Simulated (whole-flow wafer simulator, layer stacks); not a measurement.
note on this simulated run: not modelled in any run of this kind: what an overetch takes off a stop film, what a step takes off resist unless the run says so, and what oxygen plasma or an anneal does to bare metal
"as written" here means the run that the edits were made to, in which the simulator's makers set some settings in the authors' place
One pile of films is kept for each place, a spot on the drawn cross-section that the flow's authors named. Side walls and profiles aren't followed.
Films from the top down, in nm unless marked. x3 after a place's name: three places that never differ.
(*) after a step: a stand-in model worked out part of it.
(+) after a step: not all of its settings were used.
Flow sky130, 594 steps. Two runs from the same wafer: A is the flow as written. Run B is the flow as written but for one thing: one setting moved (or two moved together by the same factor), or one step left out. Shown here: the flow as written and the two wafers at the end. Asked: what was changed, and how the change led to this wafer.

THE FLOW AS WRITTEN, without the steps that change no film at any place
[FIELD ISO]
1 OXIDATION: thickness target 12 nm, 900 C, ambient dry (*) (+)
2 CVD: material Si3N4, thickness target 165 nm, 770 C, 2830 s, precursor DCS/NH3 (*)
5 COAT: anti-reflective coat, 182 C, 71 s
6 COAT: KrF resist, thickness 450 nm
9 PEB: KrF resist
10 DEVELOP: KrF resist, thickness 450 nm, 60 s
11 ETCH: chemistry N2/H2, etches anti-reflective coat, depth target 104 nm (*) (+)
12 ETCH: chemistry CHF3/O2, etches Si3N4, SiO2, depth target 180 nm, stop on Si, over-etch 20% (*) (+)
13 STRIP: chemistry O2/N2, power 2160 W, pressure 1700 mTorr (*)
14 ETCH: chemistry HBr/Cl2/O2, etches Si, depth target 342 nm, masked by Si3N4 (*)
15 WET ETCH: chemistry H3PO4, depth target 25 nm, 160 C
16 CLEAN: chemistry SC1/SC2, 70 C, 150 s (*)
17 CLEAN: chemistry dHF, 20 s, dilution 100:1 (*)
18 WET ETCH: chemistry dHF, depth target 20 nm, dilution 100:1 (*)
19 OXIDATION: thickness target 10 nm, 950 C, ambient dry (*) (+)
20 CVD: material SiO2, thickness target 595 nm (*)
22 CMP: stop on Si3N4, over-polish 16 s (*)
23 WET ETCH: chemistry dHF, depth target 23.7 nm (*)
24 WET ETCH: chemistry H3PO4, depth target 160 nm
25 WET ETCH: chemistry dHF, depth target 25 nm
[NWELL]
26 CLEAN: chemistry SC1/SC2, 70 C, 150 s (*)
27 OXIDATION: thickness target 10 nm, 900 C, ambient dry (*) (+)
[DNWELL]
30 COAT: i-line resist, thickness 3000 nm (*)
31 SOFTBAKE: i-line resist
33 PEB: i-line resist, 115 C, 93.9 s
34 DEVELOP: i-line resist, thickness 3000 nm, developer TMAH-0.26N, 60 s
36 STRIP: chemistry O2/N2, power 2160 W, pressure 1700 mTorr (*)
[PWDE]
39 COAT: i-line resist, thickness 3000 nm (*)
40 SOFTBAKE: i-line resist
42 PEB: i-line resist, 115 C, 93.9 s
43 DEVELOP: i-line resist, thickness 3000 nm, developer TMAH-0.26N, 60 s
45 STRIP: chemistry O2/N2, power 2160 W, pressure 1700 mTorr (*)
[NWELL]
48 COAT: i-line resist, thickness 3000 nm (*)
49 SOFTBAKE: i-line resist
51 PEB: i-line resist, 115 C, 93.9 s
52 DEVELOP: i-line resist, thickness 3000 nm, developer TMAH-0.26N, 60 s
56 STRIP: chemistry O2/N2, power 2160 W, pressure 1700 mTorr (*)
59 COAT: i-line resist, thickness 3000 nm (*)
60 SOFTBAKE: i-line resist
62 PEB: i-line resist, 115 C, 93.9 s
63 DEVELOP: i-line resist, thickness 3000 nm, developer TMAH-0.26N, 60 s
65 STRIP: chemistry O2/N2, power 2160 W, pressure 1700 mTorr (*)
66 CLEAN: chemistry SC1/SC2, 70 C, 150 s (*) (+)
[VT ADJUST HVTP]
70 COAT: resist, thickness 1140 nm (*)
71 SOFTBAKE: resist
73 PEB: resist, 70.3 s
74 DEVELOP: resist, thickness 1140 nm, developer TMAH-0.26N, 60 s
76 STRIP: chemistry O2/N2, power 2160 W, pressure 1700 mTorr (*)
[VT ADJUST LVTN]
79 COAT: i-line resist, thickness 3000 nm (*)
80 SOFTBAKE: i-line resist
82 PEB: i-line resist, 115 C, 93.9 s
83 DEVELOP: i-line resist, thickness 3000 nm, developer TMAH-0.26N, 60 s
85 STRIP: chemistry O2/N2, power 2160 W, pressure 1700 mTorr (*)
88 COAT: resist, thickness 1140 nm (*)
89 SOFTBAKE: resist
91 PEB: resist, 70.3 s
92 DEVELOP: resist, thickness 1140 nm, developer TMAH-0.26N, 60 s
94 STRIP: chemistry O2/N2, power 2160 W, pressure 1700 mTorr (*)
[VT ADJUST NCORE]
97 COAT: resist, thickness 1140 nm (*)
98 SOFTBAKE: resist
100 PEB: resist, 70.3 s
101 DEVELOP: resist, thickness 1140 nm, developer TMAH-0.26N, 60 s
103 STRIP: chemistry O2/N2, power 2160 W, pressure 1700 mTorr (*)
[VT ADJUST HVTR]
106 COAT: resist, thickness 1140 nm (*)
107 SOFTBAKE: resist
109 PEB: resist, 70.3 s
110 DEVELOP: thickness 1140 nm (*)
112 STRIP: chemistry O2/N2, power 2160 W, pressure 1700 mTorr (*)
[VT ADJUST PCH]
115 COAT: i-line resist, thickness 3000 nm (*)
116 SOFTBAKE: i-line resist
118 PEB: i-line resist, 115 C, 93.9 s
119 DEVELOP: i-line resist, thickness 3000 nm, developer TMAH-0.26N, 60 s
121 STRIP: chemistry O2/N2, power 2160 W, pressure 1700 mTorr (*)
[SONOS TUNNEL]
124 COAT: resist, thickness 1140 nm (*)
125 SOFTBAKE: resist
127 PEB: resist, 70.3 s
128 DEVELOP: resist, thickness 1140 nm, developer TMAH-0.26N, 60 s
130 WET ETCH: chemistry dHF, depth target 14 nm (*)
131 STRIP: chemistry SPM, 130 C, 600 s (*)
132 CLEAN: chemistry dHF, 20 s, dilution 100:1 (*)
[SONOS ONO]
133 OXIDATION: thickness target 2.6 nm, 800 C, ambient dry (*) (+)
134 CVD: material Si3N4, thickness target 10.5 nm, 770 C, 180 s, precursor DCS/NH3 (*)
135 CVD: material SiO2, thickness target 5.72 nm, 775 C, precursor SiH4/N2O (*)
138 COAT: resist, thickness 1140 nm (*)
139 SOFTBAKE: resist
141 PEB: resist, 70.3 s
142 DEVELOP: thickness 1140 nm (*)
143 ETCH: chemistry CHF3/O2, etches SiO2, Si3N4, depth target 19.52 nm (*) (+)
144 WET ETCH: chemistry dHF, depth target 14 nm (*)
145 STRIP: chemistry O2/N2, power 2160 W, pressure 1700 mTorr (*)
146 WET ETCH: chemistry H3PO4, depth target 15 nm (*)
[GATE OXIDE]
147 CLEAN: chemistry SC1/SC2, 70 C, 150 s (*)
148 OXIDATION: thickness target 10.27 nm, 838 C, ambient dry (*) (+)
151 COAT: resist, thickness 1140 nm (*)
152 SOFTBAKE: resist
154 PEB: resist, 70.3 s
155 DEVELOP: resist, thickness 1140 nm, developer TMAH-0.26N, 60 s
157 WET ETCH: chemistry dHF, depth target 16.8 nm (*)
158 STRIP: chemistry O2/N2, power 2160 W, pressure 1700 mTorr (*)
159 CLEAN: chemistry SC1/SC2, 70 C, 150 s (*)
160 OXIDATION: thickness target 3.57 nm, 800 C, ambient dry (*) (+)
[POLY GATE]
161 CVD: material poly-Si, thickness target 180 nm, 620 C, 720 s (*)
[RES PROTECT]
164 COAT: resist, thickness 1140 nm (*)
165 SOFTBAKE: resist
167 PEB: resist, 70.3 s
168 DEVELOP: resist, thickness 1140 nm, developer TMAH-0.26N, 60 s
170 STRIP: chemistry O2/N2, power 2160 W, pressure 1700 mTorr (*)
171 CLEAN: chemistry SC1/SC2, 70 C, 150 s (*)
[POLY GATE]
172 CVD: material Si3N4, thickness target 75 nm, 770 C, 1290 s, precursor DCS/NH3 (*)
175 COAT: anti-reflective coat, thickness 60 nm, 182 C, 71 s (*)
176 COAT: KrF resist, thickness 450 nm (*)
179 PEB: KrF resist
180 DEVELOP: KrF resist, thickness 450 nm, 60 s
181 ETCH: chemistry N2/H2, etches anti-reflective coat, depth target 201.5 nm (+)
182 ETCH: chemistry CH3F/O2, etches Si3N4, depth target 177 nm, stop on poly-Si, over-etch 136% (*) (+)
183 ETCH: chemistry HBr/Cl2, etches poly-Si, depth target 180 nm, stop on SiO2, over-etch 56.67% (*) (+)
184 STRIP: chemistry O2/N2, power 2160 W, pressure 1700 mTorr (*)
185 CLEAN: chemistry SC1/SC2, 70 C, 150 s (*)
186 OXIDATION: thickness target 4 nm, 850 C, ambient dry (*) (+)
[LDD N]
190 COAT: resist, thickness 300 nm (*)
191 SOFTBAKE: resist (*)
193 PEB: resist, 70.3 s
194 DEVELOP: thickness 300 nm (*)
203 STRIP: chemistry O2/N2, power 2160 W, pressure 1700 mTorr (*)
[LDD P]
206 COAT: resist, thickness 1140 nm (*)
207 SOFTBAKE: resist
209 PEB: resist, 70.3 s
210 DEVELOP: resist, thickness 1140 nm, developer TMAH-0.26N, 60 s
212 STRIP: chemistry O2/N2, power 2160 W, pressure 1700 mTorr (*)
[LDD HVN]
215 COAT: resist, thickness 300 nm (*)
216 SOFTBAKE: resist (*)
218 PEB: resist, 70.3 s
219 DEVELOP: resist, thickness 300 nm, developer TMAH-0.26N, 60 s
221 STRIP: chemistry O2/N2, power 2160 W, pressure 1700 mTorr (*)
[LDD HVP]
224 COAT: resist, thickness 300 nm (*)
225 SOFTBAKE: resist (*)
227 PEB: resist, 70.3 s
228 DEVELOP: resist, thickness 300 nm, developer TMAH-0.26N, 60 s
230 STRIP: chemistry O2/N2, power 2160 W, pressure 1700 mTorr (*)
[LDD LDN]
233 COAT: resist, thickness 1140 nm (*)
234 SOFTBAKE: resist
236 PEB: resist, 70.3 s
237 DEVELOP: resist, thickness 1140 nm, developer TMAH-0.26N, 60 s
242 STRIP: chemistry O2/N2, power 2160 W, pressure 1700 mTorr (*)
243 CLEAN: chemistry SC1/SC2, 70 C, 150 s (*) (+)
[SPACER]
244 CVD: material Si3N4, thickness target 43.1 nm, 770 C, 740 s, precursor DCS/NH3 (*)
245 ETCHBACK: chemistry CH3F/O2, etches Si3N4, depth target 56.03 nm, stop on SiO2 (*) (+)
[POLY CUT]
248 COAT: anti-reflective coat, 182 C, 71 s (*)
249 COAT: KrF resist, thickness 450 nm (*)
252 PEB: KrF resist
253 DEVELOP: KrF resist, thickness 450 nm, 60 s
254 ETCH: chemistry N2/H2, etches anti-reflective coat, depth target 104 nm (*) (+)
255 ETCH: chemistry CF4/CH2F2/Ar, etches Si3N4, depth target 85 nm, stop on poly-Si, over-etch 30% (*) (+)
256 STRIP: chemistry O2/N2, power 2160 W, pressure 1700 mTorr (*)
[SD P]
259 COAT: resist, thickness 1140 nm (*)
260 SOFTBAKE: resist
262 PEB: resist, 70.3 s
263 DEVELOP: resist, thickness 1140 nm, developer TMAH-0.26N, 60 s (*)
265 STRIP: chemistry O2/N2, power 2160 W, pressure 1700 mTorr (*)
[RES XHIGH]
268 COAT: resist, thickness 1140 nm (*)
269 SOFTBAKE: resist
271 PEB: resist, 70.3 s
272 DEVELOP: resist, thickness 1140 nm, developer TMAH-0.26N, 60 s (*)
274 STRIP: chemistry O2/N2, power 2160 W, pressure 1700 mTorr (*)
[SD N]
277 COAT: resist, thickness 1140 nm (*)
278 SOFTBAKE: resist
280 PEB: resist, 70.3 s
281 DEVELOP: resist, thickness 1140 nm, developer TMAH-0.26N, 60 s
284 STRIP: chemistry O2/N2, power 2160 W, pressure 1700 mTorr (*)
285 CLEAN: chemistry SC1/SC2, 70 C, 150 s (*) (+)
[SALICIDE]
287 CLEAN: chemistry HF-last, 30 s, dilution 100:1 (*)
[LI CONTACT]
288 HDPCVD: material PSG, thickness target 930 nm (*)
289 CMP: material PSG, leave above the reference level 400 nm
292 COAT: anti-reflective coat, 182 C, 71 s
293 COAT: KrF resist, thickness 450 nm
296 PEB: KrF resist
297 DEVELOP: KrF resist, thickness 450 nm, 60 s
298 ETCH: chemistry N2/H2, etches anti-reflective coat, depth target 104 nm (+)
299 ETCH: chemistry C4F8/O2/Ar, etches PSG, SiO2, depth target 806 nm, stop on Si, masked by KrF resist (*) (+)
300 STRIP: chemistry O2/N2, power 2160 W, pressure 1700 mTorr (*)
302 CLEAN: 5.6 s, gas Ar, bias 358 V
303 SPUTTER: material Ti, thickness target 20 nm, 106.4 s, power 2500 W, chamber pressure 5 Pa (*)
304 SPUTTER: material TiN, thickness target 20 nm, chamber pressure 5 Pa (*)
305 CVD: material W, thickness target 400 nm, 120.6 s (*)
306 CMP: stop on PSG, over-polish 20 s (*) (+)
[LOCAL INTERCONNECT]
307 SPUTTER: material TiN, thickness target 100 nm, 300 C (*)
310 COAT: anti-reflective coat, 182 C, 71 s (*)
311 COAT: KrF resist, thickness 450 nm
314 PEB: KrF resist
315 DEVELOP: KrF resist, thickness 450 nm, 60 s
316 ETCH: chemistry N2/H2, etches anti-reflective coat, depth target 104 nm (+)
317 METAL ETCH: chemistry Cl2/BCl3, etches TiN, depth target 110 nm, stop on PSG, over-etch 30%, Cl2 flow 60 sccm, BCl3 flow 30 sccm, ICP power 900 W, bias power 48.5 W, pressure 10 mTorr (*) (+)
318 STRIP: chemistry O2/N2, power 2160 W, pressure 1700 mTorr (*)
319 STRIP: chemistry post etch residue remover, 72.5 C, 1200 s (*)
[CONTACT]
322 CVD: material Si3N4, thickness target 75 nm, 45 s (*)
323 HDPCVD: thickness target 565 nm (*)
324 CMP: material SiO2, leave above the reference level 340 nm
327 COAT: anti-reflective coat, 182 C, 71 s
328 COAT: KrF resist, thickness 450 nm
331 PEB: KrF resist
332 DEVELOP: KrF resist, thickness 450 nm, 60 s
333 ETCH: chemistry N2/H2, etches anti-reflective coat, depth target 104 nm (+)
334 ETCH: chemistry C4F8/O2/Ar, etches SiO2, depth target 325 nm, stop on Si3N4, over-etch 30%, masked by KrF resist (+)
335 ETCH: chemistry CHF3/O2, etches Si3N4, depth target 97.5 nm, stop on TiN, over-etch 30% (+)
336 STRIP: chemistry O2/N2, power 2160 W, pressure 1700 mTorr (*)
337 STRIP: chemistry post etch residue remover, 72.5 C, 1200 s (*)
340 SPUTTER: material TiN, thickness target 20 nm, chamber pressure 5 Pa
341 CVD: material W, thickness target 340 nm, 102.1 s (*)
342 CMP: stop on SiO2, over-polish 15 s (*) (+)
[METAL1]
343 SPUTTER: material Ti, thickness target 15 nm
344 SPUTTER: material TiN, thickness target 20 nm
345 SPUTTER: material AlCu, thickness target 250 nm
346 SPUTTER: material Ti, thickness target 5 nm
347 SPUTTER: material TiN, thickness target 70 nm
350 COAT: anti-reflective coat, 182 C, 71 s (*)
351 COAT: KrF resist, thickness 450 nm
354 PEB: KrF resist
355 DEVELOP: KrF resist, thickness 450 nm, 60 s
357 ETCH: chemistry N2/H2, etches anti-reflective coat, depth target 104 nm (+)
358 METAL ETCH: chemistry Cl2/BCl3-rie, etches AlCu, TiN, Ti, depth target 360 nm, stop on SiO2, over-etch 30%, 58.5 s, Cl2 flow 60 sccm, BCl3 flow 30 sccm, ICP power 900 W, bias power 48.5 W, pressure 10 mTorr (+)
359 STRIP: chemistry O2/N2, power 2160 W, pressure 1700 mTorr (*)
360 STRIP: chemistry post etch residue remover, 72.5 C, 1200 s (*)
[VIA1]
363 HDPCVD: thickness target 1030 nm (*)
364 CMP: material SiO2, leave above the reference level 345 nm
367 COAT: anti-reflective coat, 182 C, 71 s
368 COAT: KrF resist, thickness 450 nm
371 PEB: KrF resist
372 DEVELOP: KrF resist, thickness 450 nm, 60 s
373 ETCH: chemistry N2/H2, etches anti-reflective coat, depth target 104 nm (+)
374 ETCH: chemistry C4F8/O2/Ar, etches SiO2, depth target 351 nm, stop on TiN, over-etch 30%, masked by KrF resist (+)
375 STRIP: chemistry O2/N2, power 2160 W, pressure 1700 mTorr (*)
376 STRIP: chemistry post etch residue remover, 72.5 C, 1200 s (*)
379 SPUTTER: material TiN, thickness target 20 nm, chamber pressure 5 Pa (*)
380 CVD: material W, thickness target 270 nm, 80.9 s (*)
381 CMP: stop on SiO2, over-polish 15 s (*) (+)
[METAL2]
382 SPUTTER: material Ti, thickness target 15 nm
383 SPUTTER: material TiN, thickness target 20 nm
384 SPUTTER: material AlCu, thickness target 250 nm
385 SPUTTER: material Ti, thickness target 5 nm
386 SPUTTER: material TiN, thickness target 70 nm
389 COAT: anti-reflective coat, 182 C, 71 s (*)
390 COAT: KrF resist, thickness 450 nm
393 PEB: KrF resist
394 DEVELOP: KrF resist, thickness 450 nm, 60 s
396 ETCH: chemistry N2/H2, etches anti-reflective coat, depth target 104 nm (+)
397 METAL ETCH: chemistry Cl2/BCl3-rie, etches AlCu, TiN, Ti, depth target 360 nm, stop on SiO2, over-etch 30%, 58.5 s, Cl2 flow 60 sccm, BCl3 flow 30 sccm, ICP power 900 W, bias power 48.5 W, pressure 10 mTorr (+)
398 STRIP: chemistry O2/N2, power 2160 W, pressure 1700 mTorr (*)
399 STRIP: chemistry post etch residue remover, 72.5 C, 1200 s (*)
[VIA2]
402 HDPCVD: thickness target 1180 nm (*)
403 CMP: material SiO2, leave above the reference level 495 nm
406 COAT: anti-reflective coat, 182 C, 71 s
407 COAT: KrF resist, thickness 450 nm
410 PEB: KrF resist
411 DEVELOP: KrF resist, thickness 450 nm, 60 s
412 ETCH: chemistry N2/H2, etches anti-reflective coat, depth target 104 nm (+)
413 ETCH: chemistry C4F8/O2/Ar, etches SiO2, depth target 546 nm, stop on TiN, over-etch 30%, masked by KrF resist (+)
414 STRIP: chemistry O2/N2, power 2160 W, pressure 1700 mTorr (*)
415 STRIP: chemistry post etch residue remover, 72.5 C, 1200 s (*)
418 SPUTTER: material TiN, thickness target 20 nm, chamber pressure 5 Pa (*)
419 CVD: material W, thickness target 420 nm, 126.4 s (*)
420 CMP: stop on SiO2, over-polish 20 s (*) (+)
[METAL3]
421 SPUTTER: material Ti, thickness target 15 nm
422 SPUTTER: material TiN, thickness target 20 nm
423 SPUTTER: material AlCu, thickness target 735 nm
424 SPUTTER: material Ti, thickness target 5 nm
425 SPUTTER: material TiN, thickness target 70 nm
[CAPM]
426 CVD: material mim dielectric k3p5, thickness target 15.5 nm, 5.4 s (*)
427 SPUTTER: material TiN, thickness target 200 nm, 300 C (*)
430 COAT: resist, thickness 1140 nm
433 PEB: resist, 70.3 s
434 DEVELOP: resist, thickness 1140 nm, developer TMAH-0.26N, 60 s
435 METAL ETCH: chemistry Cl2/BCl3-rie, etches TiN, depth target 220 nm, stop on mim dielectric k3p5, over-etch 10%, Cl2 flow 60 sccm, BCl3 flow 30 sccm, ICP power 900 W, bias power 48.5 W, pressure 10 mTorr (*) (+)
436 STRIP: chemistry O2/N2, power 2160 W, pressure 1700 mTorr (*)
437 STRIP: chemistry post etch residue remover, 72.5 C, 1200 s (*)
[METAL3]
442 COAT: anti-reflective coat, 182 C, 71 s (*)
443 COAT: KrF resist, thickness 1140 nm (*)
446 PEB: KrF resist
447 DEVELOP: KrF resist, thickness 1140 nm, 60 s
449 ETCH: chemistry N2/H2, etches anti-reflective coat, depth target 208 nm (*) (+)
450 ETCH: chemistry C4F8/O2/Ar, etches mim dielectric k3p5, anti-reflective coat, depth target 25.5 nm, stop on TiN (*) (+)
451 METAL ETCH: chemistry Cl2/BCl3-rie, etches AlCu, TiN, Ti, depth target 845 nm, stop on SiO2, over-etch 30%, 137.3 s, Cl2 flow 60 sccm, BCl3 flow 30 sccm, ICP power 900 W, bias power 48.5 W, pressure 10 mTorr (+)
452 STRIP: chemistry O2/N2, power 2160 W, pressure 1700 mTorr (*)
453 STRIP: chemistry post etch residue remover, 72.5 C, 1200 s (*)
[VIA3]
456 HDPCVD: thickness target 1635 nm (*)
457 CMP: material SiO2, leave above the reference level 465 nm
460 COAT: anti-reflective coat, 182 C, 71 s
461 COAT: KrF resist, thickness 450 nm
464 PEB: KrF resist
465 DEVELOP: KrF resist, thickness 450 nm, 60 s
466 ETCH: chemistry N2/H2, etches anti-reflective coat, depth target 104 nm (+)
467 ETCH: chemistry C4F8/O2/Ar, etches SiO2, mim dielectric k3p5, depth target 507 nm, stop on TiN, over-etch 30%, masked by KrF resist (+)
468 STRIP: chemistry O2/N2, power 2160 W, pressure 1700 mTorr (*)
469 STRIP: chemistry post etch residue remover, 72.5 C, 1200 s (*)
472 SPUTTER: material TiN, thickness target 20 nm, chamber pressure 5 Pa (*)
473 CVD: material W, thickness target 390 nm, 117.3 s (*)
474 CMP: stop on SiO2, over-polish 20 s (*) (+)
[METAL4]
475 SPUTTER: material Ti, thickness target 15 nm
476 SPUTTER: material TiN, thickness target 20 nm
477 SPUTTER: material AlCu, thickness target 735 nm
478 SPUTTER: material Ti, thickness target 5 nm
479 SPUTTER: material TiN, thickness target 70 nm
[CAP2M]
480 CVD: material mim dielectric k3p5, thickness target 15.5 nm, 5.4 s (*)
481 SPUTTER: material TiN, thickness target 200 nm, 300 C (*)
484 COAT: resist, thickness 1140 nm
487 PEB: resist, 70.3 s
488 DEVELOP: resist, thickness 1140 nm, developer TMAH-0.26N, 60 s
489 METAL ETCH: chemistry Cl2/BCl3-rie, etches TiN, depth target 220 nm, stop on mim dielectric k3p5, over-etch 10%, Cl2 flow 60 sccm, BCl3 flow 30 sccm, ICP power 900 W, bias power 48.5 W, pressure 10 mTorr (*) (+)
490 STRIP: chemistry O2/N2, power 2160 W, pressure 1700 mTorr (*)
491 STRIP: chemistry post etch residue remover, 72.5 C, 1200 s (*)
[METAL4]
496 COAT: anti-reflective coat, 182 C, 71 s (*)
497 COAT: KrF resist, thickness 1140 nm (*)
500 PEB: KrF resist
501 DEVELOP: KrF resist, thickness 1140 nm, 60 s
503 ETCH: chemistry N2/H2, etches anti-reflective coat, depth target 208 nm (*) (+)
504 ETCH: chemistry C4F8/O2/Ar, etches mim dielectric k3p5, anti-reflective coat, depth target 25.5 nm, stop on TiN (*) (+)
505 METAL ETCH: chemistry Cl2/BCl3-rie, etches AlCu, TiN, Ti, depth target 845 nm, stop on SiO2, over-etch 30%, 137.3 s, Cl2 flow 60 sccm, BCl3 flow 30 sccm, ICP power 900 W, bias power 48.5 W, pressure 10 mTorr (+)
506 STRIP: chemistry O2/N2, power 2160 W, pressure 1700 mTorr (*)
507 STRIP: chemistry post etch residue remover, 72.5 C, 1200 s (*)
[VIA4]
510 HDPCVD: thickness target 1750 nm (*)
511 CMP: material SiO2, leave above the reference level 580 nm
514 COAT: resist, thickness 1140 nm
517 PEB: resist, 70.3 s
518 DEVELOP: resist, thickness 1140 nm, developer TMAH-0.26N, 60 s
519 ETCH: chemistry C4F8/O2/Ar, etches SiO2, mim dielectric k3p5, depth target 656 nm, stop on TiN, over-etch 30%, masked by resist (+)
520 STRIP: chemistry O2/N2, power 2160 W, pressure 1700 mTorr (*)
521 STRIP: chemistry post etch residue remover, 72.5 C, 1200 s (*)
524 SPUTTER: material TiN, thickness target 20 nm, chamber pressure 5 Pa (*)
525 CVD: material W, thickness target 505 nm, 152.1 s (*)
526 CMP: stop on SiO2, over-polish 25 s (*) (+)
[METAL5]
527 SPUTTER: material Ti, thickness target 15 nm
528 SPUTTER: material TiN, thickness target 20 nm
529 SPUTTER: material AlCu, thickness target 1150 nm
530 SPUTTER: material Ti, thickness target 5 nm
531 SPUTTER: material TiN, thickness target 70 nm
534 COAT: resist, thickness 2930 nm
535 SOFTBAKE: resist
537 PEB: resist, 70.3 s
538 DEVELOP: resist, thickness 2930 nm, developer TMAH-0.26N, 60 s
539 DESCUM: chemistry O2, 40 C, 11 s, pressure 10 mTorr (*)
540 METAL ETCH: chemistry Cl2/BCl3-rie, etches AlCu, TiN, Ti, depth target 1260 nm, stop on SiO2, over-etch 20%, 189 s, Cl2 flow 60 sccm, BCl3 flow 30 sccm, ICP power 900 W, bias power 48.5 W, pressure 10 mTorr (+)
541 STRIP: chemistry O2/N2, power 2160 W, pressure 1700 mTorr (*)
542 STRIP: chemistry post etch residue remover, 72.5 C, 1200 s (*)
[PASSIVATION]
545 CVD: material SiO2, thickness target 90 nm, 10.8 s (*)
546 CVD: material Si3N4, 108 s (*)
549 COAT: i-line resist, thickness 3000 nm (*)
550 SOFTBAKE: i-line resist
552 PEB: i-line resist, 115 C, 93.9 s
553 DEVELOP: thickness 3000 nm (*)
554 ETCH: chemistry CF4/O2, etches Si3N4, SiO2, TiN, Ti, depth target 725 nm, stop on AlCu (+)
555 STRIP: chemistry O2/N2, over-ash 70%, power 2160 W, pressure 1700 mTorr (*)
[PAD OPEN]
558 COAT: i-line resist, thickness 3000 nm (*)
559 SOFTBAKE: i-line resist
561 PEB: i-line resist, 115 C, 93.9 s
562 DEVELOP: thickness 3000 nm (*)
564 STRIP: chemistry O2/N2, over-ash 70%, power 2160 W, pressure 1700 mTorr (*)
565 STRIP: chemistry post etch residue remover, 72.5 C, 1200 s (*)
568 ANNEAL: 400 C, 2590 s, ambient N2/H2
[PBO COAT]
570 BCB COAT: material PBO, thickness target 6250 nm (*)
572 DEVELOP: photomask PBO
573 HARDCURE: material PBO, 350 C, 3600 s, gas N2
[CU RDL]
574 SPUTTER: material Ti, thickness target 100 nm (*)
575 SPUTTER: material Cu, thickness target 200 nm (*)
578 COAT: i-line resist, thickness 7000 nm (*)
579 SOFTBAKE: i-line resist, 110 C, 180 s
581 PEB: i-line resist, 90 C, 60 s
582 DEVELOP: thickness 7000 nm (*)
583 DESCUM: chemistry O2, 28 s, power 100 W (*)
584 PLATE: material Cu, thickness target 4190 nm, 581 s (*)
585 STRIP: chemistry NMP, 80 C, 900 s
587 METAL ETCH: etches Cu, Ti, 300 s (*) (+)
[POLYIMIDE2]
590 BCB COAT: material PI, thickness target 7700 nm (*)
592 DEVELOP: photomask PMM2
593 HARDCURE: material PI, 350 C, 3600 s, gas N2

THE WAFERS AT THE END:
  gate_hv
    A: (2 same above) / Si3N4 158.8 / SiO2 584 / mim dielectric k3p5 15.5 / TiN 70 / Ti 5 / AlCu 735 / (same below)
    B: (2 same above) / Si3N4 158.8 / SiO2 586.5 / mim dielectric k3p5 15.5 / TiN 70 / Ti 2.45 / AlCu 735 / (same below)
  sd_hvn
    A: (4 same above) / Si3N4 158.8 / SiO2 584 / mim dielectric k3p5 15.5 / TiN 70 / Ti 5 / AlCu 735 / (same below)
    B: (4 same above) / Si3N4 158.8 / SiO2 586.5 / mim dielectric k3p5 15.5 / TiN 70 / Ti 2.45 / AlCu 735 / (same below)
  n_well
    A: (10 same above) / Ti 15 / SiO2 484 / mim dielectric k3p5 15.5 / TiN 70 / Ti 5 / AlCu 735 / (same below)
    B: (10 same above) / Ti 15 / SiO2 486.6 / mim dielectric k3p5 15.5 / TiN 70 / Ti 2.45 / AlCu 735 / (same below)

The cause: step 478, SPUTTER: thickness target 2.45 nm was run, where the flow has thickness target 5 nm.
It can be read off the wafer: gate_hv has Ti 2.45, and step 478 as written asks for 5 nm.

How the change led to this, step by step:
  478 SPUTTER: material Ti, thickness target 5 nm
      field, active, n_well and 189 more: A Ti +5 (new film) | B Ti +2.45 (new film)
  505 METAL ETCH: chemistry Cl2/BCl3-rie, etches AlCu, TiN, Ti, depth target 845 nm, stop on SiO2, over-etch 30%, 137.3 s, Cl2 flow 60 sccm, BCl3 flow 30 sccm, ICP power 900 W, bias power 48.5 W, pressure 10 mTorr (+)
      field, gate, spacer and 68 more: A TiN -70 (all of it), Ti -5 (all of it), AlCu -735 (all of it), TiN -20 (all of it), Ti -15 (all of it), SiO2 -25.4 | B TiN -70 (all of it), Ti -2.45 (all of it), AlCu -735 (all of it), TiN -20 (all of it), Ti -15 (all of it), SiO2 -25.6
      active, vpp_iso1, mim_edge_plate and 14 more: A TiN -70 (all of it), Ti -5 (all of it), AlCu -735 (all of it), TiN -20 (all of it), Ti -15 (all of it), SiO2 -25.3 | B TiN -70 (all of it), Ti -2.45 (all of it), AlCu -735 (all of it), TiN -20 (all of it), Ti -15 (all of it), SiO2 -25.6
